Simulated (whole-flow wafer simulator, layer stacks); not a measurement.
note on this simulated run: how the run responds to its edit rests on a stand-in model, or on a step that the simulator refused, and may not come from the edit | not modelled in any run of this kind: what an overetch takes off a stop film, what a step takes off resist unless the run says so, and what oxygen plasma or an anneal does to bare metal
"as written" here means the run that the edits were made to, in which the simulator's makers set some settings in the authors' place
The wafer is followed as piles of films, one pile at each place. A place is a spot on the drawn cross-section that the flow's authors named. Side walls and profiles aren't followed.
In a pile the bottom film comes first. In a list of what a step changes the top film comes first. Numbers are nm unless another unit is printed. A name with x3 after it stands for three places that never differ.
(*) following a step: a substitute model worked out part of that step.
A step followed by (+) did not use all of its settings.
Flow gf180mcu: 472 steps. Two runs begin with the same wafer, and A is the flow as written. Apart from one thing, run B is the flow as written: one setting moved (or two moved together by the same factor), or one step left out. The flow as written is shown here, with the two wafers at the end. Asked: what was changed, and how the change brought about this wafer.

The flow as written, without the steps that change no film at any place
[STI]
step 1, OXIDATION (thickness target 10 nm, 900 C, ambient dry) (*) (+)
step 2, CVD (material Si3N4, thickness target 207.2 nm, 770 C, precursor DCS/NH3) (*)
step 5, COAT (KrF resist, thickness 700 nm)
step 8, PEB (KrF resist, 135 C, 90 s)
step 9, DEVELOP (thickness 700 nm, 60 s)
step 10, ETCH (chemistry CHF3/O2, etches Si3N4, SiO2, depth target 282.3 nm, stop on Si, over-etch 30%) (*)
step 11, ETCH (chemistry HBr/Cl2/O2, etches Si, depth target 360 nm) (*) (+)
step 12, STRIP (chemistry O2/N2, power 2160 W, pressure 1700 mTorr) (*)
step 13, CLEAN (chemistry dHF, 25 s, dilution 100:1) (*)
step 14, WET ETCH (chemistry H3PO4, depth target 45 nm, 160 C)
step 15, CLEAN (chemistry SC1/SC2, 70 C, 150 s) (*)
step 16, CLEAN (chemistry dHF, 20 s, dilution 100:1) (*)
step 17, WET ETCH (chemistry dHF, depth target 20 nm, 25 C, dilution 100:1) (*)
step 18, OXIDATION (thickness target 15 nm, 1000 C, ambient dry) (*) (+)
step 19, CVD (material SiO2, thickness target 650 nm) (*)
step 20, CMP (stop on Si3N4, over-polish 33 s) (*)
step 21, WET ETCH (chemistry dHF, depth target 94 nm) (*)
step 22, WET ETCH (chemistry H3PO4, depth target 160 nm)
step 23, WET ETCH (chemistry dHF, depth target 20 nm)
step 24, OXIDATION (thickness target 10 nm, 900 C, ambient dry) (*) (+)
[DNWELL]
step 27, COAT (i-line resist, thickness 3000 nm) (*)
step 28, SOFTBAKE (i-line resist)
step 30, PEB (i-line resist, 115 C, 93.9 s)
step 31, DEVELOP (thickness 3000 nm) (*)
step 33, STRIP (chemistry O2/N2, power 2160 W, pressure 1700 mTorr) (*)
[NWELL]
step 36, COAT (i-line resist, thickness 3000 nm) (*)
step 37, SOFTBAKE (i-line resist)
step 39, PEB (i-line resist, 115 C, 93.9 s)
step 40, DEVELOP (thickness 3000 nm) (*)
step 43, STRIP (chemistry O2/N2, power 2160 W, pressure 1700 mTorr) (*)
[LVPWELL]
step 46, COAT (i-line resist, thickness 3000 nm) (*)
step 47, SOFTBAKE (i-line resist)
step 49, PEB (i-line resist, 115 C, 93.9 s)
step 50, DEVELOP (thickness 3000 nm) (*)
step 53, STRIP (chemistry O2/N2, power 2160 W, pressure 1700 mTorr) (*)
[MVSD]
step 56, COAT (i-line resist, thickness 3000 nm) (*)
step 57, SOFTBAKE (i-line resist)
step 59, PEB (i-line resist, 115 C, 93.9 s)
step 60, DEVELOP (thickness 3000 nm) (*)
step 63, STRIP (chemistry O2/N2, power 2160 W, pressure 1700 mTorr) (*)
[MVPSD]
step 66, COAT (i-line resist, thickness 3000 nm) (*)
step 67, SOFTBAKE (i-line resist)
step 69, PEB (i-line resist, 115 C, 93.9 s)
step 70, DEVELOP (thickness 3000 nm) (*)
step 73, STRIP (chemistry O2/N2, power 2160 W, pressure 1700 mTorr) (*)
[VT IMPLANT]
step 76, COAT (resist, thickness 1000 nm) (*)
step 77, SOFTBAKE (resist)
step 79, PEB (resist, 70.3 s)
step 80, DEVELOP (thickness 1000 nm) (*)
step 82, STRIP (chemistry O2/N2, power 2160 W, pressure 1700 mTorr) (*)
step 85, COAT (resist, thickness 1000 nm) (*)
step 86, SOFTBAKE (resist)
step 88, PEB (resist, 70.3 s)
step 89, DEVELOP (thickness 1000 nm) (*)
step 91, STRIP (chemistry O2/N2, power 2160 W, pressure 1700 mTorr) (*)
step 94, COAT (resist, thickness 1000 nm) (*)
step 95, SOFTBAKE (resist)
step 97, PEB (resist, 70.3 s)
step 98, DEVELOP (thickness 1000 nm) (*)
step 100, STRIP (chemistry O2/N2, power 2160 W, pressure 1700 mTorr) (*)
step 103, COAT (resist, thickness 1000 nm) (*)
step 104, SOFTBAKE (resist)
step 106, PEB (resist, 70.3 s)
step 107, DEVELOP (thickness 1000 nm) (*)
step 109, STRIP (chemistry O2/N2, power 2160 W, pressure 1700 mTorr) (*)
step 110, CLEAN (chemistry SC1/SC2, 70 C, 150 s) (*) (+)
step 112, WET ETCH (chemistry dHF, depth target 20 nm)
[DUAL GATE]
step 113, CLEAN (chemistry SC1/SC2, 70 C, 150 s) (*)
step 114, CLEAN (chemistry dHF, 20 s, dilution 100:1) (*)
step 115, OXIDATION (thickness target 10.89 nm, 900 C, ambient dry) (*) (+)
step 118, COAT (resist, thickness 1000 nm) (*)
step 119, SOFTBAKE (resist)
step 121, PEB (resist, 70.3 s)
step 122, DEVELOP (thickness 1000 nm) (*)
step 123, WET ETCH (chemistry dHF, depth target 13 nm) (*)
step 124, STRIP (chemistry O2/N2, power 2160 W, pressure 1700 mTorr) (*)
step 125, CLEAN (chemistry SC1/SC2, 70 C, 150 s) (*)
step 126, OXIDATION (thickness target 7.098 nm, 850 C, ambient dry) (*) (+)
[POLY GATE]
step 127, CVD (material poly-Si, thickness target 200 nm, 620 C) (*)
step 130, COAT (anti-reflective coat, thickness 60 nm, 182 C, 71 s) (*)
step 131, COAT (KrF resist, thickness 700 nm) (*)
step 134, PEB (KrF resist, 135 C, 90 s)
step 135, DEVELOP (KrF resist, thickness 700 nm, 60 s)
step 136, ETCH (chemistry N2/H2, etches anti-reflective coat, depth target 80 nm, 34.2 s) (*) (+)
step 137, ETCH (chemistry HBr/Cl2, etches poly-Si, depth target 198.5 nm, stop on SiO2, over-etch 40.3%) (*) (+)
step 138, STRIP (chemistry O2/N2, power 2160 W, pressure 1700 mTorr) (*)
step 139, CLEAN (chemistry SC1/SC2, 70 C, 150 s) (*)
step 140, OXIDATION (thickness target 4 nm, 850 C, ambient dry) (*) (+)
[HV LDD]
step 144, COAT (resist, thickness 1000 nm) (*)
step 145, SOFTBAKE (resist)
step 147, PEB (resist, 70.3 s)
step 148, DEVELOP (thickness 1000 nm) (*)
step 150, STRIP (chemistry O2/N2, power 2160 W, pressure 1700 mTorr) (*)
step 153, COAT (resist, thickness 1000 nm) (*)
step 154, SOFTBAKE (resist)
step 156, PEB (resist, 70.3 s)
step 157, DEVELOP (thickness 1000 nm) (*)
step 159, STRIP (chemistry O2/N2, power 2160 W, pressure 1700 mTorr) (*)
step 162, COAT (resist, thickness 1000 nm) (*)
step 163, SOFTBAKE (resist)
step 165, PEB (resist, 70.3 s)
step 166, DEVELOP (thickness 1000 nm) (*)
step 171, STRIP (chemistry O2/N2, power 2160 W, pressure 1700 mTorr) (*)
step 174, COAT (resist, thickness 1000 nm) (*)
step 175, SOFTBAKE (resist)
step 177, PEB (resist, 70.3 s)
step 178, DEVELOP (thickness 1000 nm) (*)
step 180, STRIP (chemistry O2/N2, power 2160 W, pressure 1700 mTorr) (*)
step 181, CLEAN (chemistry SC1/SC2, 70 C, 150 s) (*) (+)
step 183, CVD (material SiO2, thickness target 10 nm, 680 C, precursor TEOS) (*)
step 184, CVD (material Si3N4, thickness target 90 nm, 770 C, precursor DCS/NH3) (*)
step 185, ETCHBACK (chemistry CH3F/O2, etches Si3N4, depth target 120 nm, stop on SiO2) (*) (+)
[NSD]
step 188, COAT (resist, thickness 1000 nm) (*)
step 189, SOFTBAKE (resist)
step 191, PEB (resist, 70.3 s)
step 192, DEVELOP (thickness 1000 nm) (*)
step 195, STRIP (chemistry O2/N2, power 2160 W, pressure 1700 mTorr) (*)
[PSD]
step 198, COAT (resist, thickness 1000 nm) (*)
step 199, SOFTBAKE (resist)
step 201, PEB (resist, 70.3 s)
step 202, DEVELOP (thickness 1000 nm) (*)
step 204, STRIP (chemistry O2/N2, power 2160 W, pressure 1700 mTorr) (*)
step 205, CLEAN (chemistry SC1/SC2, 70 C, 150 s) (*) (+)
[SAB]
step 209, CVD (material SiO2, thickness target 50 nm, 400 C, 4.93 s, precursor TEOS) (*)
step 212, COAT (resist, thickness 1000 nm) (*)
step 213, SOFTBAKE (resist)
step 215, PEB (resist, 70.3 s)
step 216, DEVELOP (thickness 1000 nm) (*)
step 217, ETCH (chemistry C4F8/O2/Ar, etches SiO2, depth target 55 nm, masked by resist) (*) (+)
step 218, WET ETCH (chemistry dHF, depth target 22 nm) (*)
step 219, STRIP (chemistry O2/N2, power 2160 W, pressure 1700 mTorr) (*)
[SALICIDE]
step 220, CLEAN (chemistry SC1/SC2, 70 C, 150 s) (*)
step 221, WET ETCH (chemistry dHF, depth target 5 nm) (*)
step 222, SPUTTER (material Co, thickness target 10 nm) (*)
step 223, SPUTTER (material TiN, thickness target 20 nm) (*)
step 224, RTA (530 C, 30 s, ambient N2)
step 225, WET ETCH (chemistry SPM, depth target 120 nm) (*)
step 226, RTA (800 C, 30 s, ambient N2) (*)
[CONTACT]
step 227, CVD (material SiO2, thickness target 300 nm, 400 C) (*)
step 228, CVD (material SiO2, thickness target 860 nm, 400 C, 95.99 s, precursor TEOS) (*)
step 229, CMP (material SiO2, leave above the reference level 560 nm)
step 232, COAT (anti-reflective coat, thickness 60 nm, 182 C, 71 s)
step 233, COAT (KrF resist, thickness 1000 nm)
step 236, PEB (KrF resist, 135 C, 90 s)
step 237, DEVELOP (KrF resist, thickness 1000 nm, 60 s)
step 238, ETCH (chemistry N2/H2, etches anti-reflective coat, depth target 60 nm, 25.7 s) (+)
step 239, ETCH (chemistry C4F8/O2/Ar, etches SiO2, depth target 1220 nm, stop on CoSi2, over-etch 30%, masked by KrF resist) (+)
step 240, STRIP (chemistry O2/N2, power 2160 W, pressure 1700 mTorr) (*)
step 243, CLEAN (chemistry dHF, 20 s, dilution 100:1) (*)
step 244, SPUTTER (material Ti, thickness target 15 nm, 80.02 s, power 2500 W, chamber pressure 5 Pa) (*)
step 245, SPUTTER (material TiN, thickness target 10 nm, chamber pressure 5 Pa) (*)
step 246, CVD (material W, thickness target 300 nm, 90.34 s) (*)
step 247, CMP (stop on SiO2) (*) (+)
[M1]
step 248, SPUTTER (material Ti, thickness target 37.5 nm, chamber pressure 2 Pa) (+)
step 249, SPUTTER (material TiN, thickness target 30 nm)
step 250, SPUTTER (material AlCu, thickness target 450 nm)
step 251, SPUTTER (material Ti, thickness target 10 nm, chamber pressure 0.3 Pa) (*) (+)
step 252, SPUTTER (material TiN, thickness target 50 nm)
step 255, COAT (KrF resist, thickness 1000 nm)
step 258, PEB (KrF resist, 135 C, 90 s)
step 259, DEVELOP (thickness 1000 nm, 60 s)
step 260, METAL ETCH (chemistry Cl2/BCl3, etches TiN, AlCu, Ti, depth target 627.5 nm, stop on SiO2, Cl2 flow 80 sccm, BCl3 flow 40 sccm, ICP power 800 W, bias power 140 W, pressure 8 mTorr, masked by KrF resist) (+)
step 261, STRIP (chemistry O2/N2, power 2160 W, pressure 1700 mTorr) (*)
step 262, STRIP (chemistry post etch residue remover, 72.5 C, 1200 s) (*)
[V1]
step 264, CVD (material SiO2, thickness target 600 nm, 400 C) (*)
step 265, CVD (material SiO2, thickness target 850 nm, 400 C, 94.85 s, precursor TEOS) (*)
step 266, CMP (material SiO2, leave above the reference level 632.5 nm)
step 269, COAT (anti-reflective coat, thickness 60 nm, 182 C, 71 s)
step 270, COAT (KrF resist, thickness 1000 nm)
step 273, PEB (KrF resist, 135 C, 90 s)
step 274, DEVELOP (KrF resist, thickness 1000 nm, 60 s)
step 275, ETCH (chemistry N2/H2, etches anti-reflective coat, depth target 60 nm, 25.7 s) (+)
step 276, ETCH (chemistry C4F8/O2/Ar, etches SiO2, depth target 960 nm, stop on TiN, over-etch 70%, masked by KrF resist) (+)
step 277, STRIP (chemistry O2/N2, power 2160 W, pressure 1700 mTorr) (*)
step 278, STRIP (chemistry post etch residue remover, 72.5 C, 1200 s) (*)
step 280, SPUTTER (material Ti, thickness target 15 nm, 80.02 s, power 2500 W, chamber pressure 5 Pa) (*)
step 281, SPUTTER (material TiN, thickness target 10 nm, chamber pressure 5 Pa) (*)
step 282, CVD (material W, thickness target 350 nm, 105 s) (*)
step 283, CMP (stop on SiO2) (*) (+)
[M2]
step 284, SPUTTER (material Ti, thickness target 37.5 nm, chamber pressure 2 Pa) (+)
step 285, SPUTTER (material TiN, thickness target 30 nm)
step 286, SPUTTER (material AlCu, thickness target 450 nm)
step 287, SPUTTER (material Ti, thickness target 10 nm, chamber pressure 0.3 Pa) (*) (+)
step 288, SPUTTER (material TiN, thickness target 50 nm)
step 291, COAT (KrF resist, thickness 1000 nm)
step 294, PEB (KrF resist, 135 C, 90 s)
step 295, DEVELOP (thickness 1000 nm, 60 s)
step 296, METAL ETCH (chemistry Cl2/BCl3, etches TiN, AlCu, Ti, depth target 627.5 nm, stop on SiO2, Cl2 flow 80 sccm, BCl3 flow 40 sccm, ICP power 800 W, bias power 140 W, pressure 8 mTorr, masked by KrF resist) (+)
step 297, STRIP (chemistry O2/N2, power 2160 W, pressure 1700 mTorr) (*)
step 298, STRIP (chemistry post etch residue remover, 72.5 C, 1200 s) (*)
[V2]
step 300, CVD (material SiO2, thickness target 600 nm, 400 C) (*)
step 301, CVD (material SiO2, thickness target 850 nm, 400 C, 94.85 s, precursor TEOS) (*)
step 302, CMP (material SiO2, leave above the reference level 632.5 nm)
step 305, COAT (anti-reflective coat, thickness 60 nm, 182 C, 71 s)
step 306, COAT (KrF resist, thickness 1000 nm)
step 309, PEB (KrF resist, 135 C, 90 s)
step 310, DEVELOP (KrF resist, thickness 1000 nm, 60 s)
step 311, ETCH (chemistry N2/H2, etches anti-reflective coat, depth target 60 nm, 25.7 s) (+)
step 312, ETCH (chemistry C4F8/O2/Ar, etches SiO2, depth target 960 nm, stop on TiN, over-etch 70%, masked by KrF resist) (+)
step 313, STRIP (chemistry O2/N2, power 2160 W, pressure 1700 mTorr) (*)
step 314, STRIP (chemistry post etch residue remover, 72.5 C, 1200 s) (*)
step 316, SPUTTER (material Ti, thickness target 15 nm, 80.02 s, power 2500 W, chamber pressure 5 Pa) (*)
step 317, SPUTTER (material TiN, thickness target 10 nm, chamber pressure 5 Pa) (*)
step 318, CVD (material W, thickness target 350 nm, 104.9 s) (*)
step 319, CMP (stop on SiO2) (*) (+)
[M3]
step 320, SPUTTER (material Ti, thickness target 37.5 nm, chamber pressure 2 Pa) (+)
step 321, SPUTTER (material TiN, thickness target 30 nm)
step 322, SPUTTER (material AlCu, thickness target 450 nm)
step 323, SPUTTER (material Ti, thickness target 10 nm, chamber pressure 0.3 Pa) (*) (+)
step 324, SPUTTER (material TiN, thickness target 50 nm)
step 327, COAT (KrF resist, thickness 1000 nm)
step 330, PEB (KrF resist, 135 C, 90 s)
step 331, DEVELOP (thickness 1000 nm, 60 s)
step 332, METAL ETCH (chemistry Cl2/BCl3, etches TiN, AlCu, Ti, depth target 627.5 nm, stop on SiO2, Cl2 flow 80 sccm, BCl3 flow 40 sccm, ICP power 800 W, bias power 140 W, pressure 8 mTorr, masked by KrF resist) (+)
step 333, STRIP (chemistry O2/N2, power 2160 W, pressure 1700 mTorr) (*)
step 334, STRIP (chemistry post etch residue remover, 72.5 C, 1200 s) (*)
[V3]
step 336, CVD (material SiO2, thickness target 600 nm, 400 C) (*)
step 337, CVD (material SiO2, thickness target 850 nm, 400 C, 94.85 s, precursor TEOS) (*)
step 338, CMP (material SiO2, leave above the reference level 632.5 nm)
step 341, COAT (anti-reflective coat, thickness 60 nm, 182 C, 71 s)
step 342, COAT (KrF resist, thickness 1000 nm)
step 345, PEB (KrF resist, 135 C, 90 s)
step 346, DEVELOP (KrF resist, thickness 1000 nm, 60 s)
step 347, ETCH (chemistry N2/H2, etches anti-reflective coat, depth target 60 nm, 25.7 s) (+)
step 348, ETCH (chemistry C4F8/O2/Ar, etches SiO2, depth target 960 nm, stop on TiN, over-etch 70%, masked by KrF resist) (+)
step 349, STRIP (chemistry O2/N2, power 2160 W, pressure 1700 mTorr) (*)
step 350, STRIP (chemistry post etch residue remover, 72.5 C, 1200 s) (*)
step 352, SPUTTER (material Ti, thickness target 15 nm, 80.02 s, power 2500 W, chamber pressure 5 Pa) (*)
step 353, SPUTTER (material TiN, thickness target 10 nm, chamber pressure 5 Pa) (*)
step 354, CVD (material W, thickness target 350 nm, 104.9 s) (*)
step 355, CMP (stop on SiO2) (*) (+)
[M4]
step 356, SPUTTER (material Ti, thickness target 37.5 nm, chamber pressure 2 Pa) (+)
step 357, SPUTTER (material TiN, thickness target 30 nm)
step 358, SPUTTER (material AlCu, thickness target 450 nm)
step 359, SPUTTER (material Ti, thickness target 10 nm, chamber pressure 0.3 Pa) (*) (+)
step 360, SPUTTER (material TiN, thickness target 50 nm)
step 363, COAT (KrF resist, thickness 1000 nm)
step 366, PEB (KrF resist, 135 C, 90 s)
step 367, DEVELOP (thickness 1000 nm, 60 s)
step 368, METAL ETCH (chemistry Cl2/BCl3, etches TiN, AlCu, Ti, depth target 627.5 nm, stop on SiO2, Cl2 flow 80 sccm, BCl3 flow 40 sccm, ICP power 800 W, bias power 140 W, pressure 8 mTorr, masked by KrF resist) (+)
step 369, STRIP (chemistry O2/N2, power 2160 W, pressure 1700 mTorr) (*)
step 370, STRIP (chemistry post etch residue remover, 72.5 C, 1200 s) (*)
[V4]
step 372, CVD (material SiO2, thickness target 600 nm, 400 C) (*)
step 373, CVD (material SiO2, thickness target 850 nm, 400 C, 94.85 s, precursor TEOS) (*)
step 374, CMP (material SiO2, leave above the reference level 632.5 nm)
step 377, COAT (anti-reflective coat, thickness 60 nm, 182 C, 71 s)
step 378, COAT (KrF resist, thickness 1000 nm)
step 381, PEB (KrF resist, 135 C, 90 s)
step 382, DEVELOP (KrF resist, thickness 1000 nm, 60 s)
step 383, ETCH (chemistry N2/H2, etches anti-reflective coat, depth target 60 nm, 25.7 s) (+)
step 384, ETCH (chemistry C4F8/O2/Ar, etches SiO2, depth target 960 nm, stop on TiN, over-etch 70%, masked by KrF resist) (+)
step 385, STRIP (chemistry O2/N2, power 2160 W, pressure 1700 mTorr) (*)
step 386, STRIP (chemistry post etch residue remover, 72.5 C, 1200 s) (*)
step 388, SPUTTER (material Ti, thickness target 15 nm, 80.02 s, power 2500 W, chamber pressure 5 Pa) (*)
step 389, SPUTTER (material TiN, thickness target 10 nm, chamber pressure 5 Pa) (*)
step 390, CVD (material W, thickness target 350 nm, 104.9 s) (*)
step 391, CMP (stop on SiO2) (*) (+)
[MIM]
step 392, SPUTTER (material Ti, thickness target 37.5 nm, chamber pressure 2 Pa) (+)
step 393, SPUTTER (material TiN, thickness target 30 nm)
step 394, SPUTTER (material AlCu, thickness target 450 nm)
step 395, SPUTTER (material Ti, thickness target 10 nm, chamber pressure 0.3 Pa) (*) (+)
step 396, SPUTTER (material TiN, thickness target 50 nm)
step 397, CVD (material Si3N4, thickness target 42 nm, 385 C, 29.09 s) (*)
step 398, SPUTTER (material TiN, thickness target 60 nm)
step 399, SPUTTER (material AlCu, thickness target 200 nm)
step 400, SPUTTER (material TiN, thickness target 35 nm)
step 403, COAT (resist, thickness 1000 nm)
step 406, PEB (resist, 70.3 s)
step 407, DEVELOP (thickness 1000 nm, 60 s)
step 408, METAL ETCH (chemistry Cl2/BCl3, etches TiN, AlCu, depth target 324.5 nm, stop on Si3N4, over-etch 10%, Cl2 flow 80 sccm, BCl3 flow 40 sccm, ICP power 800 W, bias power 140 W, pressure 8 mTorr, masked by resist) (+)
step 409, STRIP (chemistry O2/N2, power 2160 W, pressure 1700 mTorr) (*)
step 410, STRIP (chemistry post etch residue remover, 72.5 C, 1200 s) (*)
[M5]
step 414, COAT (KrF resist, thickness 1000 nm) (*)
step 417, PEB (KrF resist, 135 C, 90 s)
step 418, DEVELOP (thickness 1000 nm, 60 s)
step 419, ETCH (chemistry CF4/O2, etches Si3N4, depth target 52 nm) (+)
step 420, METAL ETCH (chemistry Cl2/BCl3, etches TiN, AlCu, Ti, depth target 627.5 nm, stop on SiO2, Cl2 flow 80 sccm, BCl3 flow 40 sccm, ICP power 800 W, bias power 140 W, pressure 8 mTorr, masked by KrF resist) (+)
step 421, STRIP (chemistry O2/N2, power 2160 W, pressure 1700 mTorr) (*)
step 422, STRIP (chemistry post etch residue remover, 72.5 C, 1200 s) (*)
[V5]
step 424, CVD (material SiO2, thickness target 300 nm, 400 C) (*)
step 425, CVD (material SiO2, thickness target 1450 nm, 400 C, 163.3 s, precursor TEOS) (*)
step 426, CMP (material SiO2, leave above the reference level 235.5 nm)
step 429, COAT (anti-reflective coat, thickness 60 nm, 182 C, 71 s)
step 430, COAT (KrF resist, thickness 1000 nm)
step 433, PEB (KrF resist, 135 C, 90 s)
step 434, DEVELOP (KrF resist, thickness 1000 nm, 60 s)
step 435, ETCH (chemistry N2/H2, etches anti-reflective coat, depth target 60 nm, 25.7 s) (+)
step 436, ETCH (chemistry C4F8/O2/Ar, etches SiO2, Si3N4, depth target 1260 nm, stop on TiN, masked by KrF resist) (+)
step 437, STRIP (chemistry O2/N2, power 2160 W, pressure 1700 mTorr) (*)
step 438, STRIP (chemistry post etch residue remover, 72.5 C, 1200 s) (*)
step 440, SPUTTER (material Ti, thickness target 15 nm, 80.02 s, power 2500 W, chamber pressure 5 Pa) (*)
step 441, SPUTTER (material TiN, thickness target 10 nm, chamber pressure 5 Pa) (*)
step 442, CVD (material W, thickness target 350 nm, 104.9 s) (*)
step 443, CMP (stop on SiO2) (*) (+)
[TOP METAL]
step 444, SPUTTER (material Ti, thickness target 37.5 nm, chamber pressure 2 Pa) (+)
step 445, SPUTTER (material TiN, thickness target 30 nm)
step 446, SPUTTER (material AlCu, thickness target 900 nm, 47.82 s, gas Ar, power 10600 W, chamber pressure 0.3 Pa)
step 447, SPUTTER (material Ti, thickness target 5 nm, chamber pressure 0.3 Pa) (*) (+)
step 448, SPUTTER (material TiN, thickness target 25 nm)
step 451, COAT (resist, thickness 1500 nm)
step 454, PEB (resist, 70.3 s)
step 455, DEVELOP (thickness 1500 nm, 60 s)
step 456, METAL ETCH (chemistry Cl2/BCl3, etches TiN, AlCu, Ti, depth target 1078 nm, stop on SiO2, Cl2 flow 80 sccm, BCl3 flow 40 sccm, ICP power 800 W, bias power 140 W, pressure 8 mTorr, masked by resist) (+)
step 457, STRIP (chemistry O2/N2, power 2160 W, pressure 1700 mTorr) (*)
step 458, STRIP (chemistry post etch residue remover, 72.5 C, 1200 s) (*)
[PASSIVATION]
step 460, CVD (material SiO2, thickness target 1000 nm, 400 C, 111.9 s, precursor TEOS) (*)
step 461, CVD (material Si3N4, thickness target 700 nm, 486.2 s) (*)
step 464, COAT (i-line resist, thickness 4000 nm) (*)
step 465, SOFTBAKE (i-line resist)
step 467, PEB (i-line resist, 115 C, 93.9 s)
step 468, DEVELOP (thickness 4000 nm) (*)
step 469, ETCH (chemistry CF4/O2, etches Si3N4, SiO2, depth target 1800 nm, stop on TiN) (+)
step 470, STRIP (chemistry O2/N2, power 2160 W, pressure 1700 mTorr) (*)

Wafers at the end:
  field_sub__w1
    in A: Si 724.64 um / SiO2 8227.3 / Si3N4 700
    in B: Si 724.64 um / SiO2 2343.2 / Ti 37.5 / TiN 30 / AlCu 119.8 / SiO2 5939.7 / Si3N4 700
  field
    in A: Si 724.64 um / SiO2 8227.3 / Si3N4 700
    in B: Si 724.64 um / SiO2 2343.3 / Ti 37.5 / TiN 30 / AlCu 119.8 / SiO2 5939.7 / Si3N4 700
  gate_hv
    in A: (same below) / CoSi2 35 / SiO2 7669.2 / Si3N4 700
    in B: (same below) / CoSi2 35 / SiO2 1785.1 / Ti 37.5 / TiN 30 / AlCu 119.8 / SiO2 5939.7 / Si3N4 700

The reason: step 286, SPUTTER: thickness target 693 nm was run, whereas the flow has thickness target 450 nm.

Step by step, how the change led to this:
  step 286, SPUTTER (material AlCu, thickness target 450 nm)
      field, field__w1, field__w2 and 108 more: A +450 AlCu (new film) | B +693 AlCu (new film)
  step 296, METAL ETCH (chemistry Cl2/BCl3, etches TiN, AlCu, Ti, depth target 627.5 nm, stop on SiO2, Cl2 flow 80 sccm, BCl3 flow 40 sccm, ICP power 800 W, bias power 140 W, pressure 8 mTorr, masked by KrF resist) (+)
      field, field__w1, field__w2 and 103 more: A -50 TiN (all of it), -10 Ti (all of it), -450 AlCu (all of it), -30 TiN (all of it), -37.5 Ti (all of it) | B -50 TiN (all of it), -10 Ti (all of it), -567.5 AlCu
  step 298, STRIP (chemistry post etch residue remover, 72.5 C, 1200 s) (*)
      field, field__w1, field__w2 and 103 more: A nothing | B -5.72 AlCu
  step 300, CVD (material SiO2, thickness target 600 nm, 400 C) (*)
      field, field__w1, field__w2 and 103 more: A +600 SiO2 | B +600 SiO2 (new film)
  step 302, CMP (material SiO2, leave above the reference level 632.5 nm)
      field, field__w1, field__w2 and 103 more: A -300 SiO2 | B -244.3 SiO2
If metal films that touch count as one body, field_sub__w1 has 1 body; the flow as written gives 0 bodies.
If metal films that touch count as one body, field has 1 body; the flow as written gives 0 bodies.
If metal films that touch count as one body, gate_hv has 2 bodies (between them, from the top down: SiO2 1785.1); the flow as written gives 1 body.
